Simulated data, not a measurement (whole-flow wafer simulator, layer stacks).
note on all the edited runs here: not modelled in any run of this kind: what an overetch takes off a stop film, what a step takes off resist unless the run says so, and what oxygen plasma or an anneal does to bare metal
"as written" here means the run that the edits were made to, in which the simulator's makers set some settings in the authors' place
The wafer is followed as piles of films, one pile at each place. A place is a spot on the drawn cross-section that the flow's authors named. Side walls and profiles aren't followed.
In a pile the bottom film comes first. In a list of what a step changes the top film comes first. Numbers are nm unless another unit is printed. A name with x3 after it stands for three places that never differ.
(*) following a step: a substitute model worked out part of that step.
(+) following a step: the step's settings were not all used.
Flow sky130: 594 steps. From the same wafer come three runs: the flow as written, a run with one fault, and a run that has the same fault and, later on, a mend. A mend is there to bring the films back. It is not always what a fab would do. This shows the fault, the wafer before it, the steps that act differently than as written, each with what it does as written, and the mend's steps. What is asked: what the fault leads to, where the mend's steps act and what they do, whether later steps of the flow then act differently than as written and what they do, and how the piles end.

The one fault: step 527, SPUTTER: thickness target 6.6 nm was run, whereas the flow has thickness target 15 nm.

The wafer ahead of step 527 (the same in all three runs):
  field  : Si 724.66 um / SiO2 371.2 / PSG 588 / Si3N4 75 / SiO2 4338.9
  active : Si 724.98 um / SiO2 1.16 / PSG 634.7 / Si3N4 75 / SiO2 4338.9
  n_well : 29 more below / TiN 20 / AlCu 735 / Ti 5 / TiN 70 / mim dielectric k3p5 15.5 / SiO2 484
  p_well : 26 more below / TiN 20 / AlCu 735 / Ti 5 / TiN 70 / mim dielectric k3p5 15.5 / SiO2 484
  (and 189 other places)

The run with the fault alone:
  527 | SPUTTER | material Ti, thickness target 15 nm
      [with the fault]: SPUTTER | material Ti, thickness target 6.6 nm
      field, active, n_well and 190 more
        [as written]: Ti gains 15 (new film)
        [with the fault]: Ti gains 6.6 (new film)
  Steps further on in the flow that do not act as written (19 other steps are not shown; they differ only slightly, by no more than 2% or 0.5 nm, whichever is larger):
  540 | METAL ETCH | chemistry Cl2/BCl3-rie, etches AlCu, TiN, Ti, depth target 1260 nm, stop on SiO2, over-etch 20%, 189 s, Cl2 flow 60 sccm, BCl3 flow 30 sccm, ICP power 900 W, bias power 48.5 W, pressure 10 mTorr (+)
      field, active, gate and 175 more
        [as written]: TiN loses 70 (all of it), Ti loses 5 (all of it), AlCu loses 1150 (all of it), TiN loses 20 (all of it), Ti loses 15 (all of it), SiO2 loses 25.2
        [with the fault]: TiN loses 70 (all of it), Ti loses 5 (all of it), AlCu loses 1150 (all of it), TiN loses 20 (all of it), Ti loses 6.6 (all of it), SiO2 loses 26
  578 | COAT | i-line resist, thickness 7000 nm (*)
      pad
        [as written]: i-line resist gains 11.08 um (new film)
        [with the fault]: i-line resist gains 11.09 um (new film)
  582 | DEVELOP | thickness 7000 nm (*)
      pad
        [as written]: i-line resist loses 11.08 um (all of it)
        [with the fault]: i-line resist loses 11.09 um (all of it)
  By the end, the piles at n_well, p_well, sd_n and 12 more depart from the flow's by more than 2% or 0.5 nm, whichever is larger.
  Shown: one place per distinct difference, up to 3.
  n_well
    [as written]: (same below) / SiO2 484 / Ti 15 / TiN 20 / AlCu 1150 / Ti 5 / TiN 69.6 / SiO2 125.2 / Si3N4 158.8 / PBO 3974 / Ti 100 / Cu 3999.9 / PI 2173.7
    [with the fault]: (same below) / SiO2 484 / Ti 6.6 / TiN 20 / AlCu 1150 / Ti 5 / TiN 69.6 / SiO2 125.2 / Si3N4 158.8 / PBO 3980.1 / Ti 100 / Cu 3999.9 / PI 2174.7
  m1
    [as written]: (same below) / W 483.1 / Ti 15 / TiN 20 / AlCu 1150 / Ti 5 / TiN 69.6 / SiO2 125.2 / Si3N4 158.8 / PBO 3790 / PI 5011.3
    [with the fault]: (same below) / W 483.1 / Ti 6.6 / TiN 20 / AlCu 1150 / Ti 5 / TiN 69.6 / SiO2 125.2 / Si3N4 158.8 / PBO 3797 / PI 5011.7
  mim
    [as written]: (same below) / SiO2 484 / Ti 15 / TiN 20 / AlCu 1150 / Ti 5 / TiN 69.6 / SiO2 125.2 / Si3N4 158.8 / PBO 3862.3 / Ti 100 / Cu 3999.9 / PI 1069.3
    [with the fault]: (same below) / SiO2 484 / Ti 6.6 / TiN 20 / AlCu 1150 / Ti 5 / TiN 69.6 / SiO2 125.2 / Si3N4 158.8 / PBO 3868.7 / Ti 100 / Cu 3999.9 / PI 1070.1

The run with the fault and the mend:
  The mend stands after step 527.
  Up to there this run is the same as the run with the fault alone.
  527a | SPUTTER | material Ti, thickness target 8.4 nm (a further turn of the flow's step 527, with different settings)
      field, active, n_well and 190 more
        Ti gains 8.4
  Every later step of the flow that is run acts as written at every place that is followed.
  At every place that both follow, the piles at the end match the flow's.
